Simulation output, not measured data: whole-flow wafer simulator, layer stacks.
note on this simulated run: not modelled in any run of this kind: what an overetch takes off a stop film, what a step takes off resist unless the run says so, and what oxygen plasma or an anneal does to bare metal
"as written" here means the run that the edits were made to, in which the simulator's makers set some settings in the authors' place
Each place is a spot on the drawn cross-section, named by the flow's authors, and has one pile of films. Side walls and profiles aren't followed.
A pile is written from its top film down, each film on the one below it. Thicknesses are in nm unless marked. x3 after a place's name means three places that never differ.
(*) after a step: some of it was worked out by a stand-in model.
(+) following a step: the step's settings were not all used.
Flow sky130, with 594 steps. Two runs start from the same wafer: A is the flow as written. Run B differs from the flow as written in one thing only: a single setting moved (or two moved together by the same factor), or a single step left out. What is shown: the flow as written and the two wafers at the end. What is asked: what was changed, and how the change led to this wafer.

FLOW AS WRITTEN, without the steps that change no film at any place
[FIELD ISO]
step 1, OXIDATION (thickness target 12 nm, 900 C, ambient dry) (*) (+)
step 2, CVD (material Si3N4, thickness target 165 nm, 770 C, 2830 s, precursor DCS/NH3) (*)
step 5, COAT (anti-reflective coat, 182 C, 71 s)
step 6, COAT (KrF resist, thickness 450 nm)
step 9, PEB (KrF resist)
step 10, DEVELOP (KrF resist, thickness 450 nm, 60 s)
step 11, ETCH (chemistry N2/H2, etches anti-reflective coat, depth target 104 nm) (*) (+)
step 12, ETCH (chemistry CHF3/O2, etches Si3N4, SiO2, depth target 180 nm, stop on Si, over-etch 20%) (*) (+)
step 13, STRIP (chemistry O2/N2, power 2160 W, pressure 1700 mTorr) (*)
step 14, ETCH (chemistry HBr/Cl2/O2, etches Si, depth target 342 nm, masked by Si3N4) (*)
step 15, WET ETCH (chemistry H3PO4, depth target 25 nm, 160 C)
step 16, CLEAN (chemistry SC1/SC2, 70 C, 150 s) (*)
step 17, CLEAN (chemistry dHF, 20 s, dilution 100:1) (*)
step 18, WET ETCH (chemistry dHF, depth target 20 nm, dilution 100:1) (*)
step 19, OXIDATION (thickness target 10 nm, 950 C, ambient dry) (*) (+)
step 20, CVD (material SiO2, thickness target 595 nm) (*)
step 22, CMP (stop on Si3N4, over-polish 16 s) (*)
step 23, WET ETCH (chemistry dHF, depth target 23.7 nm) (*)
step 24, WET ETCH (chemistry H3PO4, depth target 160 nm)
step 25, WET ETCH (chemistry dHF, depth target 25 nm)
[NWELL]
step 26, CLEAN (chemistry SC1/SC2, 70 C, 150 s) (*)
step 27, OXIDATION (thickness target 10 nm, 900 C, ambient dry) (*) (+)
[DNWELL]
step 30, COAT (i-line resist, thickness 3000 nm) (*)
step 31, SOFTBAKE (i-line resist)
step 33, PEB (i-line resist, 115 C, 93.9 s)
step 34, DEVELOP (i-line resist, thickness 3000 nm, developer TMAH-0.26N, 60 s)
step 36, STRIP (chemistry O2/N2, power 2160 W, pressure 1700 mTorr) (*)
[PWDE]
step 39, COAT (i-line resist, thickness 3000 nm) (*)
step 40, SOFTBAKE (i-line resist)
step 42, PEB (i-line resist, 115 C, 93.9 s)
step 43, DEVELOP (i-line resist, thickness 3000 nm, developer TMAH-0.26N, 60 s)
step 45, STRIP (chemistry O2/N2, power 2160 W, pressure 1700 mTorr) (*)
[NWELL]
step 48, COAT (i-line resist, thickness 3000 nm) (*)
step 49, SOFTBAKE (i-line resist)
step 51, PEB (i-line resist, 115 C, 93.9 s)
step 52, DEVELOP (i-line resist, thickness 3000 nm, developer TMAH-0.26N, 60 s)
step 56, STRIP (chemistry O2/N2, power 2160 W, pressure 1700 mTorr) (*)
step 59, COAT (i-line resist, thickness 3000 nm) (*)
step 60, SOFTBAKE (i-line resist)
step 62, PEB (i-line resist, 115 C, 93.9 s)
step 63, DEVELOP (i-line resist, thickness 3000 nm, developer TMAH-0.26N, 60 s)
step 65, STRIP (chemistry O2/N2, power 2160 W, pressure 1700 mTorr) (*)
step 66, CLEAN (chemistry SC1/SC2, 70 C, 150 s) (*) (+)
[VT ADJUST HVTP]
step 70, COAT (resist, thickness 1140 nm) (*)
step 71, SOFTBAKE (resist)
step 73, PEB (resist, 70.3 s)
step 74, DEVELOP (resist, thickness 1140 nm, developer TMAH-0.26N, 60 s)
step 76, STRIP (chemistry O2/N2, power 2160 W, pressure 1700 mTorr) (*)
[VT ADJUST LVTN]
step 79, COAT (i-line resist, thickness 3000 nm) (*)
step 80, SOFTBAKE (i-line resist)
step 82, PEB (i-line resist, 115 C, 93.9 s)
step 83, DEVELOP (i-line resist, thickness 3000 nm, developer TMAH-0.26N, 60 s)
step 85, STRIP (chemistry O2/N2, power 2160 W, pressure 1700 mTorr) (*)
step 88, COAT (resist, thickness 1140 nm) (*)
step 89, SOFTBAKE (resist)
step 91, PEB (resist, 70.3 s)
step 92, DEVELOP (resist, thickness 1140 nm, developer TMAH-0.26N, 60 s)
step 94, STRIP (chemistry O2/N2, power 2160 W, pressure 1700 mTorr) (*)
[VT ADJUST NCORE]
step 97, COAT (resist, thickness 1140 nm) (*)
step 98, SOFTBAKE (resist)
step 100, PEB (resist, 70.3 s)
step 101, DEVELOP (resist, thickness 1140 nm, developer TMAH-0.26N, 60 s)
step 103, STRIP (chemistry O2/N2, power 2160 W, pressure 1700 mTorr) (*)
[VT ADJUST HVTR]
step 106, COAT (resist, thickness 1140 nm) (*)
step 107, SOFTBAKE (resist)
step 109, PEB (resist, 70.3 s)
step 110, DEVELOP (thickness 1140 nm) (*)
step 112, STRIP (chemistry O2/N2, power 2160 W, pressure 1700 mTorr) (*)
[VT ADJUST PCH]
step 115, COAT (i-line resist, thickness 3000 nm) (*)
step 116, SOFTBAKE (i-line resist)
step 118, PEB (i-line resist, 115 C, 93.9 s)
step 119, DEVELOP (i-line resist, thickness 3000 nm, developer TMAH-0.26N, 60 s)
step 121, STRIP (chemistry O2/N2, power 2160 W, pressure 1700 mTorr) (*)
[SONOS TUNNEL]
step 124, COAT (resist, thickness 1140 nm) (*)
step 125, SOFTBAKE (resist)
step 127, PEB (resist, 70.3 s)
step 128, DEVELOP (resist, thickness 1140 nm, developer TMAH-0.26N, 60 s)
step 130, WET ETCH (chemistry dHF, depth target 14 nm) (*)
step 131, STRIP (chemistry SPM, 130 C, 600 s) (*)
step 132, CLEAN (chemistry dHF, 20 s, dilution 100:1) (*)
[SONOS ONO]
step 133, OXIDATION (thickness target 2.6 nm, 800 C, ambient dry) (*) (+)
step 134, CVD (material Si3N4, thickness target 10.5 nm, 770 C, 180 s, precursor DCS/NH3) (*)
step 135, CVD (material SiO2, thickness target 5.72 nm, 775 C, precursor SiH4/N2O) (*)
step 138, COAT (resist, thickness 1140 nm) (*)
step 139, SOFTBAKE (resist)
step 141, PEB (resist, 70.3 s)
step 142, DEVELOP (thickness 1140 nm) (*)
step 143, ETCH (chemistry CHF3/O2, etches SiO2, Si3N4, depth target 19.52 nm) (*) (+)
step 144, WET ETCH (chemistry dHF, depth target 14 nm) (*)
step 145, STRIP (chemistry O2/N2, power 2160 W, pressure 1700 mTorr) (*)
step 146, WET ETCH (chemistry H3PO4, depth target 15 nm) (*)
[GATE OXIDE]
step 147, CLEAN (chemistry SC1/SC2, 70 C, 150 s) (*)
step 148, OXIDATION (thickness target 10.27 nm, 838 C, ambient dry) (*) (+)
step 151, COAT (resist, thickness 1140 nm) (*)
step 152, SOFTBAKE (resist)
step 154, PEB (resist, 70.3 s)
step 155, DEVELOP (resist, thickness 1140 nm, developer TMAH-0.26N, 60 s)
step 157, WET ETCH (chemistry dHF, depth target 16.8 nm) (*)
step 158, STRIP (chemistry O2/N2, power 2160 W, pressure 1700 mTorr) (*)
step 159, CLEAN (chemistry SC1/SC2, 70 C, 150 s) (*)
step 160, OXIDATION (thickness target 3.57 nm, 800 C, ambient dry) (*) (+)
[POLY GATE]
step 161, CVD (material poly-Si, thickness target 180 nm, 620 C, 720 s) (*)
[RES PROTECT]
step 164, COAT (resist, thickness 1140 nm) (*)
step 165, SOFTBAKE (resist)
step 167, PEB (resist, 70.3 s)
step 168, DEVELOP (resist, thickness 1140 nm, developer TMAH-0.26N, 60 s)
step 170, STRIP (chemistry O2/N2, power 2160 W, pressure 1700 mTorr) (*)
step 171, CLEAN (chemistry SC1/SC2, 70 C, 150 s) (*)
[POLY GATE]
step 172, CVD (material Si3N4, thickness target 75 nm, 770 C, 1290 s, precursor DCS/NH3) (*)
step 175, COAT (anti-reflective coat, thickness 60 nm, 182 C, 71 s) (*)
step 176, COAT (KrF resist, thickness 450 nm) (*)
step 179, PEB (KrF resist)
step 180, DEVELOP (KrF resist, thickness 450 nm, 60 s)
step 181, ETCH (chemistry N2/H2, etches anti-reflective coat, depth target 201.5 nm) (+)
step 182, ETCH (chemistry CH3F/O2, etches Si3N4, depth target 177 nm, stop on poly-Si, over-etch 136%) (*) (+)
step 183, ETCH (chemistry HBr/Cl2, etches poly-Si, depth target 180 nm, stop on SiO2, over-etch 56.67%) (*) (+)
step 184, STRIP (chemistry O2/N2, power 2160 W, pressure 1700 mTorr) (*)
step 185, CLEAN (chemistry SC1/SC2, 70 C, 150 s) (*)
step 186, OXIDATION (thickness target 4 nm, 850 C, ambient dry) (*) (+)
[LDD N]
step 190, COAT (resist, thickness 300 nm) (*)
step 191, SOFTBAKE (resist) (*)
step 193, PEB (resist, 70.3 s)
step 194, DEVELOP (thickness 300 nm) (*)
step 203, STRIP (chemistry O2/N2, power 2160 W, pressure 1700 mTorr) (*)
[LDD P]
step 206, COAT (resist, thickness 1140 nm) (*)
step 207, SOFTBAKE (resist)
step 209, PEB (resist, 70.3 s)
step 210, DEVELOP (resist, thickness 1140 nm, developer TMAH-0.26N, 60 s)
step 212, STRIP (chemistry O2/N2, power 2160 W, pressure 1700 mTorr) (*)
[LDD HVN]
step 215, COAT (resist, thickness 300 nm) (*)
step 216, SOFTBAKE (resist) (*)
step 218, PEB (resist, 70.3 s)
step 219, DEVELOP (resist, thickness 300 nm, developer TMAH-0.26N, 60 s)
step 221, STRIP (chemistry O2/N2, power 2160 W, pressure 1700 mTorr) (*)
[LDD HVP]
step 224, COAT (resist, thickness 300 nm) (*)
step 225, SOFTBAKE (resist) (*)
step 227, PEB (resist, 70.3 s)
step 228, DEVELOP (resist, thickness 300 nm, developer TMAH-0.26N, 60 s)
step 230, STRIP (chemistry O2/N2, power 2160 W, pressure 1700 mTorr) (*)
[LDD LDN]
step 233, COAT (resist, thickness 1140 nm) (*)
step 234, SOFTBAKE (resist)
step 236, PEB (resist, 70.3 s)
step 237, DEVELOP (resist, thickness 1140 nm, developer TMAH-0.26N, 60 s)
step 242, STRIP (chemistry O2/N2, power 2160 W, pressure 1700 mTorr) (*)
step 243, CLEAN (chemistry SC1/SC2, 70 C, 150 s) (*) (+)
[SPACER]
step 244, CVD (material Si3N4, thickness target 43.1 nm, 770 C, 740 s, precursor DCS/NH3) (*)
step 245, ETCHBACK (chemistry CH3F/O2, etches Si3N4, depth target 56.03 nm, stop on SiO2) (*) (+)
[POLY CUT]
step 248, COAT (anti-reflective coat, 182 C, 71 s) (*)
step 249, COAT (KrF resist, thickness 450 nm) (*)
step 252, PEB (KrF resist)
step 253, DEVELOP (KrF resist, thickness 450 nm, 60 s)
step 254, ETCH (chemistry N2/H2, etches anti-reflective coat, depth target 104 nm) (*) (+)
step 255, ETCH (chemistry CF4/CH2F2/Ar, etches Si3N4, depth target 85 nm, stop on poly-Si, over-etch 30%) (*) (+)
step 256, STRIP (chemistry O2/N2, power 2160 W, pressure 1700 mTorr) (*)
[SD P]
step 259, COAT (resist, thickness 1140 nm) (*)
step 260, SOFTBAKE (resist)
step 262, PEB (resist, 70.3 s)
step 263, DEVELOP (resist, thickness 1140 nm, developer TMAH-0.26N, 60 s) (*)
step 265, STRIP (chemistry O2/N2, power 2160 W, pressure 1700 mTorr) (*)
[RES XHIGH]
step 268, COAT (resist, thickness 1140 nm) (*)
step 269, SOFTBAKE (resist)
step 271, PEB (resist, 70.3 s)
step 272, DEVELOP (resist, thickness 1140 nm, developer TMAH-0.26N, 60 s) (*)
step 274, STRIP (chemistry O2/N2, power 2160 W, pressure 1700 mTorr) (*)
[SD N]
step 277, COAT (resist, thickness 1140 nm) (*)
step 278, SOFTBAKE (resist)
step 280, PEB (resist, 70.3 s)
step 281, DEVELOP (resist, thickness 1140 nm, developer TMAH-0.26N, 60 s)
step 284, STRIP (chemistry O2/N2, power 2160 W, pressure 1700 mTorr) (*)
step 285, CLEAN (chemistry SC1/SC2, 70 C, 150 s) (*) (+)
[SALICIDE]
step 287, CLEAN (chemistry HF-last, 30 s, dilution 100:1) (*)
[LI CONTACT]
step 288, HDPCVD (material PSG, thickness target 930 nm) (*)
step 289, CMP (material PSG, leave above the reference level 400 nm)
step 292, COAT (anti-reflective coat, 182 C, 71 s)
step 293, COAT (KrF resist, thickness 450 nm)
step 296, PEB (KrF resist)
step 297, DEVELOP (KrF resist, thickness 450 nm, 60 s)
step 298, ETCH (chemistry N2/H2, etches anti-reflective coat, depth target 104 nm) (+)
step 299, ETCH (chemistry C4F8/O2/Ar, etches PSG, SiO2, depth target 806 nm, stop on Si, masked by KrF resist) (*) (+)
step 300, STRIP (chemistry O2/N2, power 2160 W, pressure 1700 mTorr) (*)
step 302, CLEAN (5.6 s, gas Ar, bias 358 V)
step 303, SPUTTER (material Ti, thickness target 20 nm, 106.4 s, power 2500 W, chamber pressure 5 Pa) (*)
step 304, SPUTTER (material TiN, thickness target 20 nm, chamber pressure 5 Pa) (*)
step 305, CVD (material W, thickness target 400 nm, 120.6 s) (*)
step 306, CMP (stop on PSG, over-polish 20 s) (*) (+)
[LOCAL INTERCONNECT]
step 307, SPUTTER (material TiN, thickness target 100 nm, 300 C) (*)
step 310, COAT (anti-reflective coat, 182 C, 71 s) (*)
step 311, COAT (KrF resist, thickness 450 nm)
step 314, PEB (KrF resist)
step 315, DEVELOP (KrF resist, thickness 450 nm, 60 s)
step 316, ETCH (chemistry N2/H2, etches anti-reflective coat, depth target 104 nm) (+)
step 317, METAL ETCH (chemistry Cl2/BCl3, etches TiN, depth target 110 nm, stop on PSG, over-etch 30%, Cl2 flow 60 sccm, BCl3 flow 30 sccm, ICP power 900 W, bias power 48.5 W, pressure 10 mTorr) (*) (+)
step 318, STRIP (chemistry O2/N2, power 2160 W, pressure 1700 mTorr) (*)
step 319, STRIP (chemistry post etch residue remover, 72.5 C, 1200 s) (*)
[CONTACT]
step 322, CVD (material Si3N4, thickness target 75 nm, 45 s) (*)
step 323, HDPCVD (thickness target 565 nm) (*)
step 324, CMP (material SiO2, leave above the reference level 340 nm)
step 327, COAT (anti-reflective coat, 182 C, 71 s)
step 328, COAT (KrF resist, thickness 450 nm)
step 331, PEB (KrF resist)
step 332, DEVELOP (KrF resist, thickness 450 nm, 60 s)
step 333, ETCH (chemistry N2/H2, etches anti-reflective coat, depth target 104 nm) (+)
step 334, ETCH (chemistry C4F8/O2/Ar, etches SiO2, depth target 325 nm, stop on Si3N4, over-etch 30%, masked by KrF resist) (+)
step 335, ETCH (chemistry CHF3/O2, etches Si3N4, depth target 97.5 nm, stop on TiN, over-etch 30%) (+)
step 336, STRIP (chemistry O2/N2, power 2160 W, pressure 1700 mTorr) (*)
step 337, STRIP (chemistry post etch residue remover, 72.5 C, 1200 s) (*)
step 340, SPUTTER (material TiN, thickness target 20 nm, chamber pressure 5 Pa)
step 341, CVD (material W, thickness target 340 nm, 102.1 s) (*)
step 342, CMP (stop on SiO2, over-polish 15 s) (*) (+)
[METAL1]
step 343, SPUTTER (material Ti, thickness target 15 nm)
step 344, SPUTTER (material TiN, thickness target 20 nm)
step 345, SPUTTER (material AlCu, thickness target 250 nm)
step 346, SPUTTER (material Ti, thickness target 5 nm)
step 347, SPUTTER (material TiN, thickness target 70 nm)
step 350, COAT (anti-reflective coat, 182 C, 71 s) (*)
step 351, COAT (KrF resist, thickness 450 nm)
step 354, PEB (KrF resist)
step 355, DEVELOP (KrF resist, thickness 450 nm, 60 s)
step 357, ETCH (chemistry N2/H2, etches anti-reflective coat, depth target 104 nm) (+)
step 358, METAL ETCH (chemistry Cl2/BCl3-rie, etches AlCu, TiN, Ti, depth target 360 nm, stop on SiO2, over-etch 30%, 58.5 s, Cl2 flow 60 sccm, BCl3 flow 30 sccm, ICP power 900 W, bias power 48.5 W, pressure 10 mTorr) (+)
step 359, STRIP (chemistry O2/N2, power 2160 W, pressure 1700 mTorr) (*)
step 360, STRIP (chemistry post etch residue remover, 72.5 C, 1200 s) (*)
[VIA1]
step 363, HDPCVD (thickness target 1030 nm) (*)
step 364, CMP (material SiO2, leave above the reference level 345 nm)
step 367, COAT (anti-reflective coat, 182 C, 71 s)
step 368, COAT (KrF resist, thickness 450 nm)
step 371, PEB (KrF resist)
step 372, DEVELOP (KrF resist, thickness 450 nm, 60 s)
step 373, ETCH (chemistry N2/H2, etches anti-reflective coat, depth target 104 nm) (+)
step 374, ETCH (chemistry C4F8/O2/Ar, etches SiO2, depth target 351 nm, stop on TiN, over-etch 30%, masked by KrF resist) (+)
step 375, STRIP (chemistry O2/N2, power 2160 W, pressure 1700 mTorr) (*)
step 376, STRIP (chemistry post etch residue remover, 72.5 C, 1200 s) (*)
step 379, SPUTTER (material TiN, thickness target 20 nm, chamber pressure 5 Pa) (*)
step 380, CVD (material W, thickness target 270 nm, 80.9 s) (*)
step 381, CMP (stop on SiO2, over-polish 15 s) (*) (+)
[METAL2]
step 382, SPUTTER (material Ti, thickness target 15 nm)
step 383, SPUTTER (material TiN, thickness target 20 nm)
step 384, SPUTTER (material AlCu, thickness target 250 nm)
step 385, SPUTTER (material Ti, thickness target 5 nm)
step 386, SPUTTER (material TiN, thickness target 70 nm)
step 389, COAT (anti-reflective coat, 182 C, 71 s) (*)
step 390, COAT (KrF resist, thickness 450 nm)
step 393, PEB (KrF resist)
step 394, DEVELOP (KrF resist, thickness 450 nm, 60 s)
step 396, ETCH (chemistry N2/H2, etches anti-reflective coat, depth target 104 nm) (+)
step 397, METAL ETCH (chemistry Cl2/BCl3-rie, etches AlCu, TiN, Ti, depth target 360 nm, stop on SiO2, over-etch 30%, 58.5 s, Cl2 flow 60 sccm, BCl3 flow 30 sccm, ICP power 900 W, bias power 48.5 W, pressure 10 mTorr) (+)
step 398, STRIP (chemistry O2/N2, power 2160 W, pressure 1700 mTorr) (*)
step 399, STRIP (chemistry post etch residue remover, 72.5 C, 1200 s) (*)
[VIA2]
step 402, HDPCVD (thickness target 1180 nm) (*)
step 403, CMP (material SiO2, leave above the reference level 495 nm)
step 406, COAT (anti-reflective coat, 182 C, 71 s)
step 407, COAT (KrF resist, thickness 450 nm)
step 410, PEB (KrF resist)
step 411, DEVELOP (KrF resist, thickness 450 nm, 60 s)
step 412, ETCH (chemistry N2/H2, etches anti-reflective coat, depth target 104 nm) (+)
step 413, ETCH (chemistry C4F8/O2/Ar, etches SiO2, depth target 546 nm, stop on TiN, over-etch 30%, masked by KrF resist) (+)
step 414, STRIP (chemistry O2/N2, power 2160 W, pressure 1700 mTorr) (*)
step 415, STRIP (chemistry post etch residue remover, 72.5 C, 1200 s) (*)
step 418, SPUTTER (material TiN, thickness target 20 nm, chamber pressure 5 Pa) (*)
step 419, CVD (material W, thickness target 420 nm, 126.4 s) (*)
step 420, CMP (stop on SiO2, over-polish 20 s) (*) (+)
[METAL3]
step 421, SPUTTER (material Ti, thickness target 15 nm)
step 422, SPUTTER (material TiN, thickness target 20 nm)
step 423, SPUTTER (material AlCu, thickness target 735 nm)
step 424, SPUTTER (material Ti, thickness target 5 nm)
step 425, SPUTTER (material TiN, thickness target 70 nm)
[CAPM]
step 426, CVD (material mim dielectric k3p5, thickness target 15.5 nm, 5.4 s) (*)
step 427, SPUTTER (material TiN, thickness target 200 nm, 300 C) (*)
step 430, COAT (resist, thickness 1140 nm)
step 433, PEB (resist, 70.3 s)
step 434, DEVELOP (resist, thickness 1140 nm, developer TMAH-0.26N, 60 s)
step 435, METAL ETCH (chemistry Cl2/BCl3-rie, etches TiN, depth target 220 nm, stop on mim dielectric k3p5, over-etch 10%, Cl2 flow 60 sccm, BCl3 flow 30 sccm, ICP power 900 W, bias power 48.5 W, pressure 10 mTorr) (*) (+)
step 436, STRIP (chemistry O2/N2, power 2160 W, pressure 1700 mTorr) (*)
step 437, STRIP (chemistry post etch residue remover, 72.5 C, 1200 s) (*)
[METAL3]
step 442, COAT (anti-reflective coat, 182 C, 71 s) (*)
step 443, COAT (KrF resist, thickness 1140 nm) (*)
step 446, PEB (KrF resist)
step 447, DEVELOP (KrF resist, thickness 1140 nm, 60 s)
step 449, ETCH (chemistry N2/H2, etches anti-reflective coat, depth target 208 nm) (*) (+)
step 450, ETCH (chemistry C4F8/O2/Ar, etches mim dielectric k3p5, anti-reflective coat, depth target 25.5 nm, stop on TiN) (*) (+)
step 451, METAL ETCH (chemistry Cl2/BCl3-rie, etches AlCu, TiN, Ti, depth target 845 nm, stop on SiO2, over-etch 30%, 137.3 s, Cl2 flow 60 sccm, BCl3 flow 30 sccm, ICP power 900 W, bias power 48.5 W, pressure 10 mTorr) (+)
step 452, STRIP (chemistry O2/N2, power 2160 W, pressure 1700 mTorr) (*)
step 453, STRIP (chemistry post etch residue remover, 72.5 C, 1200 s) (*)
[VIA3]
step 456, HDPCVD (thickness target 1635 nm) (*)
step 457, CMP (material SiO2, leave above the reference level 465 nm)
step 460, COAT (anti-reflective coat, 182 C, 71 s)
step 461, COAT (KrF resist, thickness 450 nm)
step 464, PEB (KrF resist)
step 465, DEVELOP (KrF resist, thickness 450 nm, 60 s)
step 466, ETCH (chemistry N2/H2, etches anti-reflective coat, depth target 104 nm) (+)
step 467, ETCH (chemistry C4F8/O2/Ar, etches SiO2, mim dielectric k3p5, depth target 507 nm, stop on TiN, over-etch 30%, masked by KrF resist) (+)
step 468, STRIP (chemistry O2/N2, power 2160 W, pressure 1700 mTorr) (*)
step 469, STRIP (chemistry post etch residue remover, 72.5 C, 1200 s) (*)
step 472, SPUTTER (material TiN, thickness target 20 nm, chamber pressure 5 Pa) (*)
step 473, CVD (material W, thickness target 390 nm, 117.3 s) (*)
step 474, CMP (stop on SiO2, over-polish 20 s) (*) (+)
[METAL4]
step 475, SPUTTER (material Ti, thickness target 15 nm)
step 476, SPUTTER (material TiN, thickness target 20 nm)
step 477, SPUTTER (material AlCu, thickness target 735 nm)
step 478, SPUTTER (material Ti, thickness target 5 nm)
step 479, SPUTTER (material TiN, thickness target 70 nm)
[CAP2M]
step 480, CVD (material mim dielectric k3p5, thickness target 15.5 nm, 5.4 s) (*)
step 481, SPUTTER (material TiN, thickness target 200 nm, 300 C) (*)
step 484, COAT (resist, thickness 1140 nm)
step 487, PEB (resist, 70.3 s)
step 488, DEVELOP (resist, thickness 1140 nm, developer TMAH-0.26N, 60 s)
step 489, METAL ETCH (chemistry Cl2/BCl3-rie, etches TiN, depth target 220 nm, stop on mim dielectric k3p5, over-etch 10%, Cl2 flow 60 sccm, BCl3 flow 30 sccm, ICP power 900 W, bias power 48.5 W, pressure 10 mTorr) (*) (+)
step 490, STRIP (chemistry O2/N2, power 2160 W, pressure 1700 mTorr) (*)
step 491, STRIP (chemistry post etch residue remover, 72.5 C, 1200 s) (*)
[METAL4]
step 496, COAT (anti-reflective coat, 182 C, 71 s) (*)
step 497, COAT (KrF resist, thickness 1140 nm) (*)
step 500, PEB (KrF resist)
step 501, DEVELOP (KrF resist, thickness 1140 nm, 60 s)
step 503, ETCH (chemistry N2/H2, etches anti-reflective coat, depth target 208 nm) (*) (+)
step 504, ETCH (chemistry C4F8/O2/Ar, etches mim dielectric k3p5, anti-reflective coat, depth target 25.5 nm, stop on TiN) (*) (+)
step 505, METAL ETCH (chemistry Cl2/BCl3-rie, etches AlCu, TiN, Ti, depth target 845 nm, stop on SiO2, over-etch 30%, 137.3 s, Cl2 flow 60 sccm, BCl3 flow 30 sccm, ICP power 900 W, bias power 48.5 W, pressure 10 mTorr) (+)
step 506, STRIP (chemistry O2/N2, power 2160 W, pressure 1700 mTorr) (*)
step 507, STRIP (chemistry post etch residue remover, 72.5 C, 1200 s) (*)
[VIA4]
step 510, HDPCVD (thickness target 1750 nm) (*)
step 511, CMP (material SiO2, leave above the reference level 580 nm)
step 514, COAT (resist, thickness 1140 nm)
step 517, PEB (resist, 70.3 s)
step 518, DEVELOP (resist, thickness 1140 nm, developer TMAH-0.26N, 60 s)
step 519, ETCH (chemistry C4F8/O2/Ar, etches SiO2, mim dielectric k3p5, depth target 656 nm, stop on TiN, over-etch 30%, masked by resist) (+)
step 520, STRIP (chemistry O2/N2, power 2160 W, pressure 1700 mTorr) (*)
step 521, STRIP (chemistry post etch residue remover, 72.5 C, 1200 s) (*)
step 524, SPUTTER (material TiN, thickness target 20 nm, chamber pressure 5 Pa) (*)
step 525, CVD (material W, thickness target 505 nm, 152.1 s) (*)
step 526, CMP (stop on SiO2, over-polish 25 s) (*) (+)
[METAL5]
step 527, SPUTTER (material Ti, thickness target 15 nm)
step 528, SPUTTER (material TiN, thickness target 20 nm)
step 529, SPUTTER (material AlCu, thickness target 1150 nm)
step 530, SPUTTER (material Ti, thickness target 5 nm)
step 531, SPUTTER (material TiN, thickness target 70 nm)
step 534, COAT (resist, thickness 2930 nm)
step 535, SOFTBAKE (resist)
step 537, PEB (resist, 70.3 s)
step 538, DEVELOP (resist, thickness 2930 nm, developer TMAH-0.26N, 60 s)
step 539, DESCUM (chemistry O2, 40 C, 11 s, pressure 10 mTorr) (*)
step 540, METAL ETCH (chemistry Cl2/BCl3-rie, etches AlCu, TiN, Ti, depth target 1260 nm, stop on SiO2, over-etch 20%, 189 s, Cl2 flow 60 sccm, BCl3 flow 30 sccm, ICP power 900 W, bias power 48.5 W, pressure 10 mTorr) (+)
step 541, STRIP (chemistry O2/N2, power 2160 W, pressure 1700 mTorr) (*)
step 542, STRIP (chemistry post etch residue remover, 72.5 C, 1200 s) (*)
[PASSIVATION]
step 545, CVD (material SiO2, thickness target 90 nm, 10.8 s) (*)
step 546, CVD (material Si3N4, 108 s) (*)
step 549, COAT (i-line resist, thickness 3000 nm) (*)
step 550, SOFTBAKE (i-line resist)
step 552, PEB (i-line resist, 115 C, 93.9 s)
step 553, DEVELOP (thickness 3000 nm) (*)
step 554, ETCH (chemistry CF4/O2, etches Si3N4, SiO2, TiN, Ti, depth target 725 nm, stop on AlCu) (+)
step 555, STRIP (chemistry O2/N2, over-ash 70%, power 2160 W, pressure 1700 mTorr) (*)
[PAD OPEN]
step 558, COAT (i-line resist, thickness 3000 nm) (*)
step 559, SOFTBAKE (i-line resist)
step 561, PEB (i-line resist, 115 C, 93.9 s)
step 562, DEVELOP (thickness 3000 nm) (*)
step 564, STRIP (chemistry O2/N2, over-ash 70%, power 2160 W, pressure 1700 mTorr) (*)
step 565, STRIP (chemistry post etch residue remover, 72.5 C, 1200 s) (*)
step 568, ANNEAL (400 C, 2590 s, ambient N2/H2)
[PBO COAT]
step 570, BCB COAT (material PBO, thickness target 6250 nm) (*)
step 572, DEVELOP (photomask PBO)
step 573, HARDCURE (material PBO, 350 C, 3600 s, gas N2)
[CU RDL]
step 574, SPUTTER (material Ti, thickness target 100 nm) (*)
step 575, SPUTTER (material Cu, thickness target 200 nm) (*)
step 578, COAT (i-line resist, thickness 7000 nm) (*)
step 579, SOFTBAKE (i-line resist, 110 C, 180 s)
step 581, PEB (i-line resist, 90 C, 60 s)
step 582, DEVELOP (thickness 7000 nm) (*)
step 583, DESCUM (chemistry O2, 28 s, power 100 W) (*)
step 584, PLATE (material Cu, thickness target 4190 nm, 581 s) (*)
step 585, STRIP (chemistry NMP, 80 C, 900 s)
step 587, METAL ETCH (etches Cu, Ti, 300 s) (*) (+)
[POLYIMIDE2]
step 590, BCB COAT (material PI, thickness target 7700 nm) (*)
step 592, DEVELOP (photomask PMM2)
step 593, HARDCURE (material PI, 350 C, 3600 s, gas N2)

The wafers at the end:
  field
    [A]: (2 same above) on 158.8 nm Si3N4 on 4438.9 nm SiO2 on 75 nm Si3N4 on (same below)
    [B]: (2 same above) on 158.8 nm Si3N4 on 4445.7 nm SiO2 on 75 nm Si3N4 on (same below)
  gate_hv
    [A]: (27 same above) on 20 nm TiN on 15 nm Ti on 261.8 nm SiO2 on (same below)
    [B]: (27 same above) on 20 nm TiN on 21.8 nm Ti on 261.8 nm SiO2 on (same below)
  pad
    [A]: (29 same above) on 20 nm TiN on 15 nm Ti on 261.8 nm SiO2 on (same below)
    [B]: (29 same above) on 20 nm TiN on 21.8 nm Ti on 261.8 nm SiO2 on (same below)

What caused this: step 343, SPUTTER: thickness target 21.8 nm was run, whereas the flow has thickness target 15 nm.
The wafer itself shows it: gate_hv has Ti 21.8, and step 343 as written asks for 15 nm.

The path from the change to this, step by step:
  step 343, SPUTTER (material Ti, thickness target 15 nm)
      field, active, n_well and 188 more: A +15 Ti (new film) | B +21.8 Ti (new film)
  step 358, METAL ETCH (chemistry Cl2/BCl3-rie, etches AlCu, TiN, Ti, depth target 360 nm, stop on SiO2, over-etch 30%, 58.5 s, Cl2 flow 60 sccm, BCl3 flow 30 sccm, ICP power 900 W, bias power 48.5 W, pressure 10 mTorr) (+)
      field, active, gate and 81 more: A -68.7 TiN (all of it), -5 Ti (all of it), -250 AlCu (all of it), -20 TiN (all of it), -15 Ti (all of it), -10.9 SiO2 | B -68.7 TiN (all of it), -5 Ti (all of it), -250 AlCu (all of it), -20 TiN (all of it), -21.8 Ti (all of it), -10.3 SiO2
